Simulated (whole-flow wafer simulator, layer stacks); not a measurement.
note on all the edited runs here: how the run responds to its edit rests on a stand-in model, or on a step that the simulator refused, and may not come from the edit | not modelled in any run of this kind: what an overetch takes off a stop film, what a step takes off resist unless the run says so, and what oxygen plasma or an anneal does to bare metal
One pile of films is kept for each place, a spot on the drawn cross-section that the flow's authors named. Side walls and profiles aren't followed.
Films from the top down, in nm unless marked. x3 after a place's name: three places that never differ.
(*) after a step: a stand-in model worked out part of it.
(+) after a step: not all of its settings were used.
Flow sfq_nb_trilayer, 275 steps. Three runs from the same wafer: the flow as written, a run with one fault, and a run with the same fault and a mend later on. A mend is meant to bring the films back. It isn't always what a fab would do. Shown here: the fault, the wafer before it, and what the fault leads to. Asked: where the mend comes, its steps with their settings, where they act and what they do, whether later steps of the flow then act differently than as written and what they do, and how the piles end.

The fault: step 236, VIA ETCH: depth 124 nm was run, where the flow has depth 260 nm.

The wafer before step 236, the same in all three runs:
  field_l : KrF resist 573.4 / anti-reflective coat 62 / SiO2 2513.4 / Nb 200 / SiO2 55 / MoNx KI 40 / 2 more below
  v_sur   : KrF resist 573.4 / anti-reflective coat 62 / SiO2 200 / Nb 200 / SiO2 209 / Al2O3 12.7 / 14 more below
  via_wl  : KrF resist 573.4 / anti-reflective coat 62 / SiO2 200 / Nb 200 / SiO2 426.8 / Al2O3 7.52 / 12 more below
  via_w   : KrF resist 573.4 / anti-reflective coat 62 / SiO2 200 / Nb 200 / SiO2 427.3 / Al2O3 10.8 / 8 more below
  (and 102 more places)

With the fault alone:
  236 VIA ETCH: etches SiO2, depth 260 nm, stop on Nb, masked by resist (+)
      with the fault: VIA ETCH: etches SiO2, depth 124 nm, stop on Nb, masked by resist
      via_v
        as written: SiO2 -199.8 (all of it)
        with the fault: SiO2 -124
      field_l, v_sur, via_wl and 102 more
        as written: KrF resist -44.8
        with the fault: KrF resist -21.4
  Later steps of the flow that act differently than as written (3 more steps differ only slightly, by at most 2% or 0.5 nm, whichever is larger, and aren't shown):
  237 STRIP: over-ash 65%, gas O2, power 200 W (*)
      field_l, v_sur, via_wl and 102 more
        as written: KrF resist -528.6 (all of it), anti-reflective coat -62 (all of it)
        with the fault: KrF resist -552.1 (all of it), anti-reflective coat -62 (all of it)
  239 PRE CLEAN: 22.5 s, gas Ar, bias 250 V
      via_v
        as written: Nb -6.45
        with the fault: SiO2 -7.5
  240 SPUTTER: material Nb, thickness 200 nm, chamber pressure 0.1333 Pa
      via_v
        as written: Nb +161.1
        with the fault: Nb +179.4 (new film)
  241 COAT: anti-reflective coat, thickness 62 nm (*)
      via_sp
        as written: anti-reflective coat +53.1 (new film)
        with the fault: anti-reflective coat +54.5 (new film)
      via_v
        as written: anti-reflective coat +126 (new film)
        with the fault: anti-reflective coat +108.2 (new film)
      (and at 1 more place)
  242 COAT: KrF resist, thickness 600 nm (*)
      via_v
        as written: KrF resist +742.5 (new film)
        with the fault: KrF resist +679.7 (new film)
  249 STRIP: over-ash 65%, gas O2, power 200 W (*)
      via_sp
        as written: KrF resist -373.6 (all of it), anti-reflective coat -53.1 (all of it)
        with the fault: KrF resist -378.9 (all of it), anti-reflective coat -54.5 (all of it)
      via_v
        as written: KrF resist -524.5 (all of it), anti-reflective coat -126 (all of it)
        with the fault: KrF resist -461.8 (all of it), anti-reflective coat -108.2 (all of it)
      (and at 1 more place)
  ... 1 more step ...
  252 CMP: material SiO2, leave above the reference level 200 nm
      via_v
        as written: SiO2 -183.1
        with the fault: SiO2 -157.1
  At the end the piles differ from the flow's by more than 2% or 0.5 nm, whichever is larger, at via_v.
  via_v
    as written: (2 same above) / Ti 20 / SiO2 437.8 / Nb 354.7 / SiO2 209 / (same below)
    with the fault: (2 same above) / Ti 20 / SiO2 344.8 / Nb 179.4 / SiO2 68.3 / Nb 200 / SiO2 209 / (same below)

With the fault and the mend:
  The mend comes after step 237.
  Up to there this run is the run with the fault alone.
  237a COAT: anti-reflective coat, thickness 62 nm (*) (the flow's step 229 once more)
      p4_fl x3, p4_w1 x9, p4_g1 x2 and 63 more
        anti-reflective coat +62 (new film)
      be_r, r_sur, res, r_end, moat, field_r, lsp_l
        anti-reflective coat +61.8 (new film)
      ln_m5, lsp_m, ln_m6, lsp_r, l0_sur, l0v
        anti-reflective coat +61.9 (new film)
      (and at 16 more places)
  237b COAT: KrF resist, thickness 650 nm (*) (the flow's step 230 once more)
      p4_fl x3, p4_w1 x9, p4_g1 x2 and 63 more
        KrF resist +650 (new film)
      moat, field_r, lsp_l and 6 more
        KrF resist +649.7 (new film)
      wire, ce_r, sp_r
        KrF resist +649.4 (new film)
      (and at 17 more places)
  237c SOFTBAKE: KrF resist (the flow's step 231 once more)
      changes no film at any place that is followed
  237d EXPOSE: photomask I6, dose 11.91 mJ/cm2, NA 0.6, wavelength 248 nm (*) (the flow's step 232 once more)
      changes no film at any place that is followed
  237e PEB: KrF resist, 90 s (the flow's step 233 once more)
      wire, jj_sur, ce_l and 93 more
        KrF resist -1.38
      field_l, v_sur, via_wl and 6 more
        KrF resist -1.37
      via_v
        KrF resist -1.55
  237f DEVELOP: KrF resist, thickness 650 nm, 60 s (the flow's step 234 once more)
      field_l, v_sur, via_wl and 102 more
        KrF resist -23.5
      via_v
        KrF resist -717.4 (all of it)
  237g VIA ETCH: etches anti-reflective coat, depth 125 nm, masked by resist (+) (the flow's step 235 once more)
      field_l, v_sur, via_wl and 102 more
        KrF resist -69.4
      via_v
        anti-reflective coat -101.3 (all of it), SiO2 -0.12
  237h VIA ETCH: etches SiO2, depth 136 nm, stop on Nb, masked by resist (+) (the flow's step 236 once more, with other settings)
      field_l, v_sur, via_wl and 102 more
        KrF resist -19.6
      via_v
        SiO2 -75.7 (all of it)
  237i STRIP: over-ash 65%, gas O2, power 200 W (*) (the flow's step 237 once more)
      p4_fl x3, p4_w1 x9, p4_g1 x2 and 63 more
        KrF resist -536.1 (all of it), anti-reflective coat -62 (all of it)
      ln_m5, lsp_m, ln_m6, lsp_r, l0_sur, l0v
        KrF resist -535.8 (all of it), anti-reflective coat -61.9 (all of it)
      res, r_end, moat
        KrF resist -535.7 (all of it), anti-reflective coat -61.8 (all of it)
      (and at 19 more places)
  No later step of the flow acts differently than as written, at any place that is followed, by more than 2% or 0.5 nm, whichever is larger.
  At the end the piles are the same as the flow's at every place that both follow.
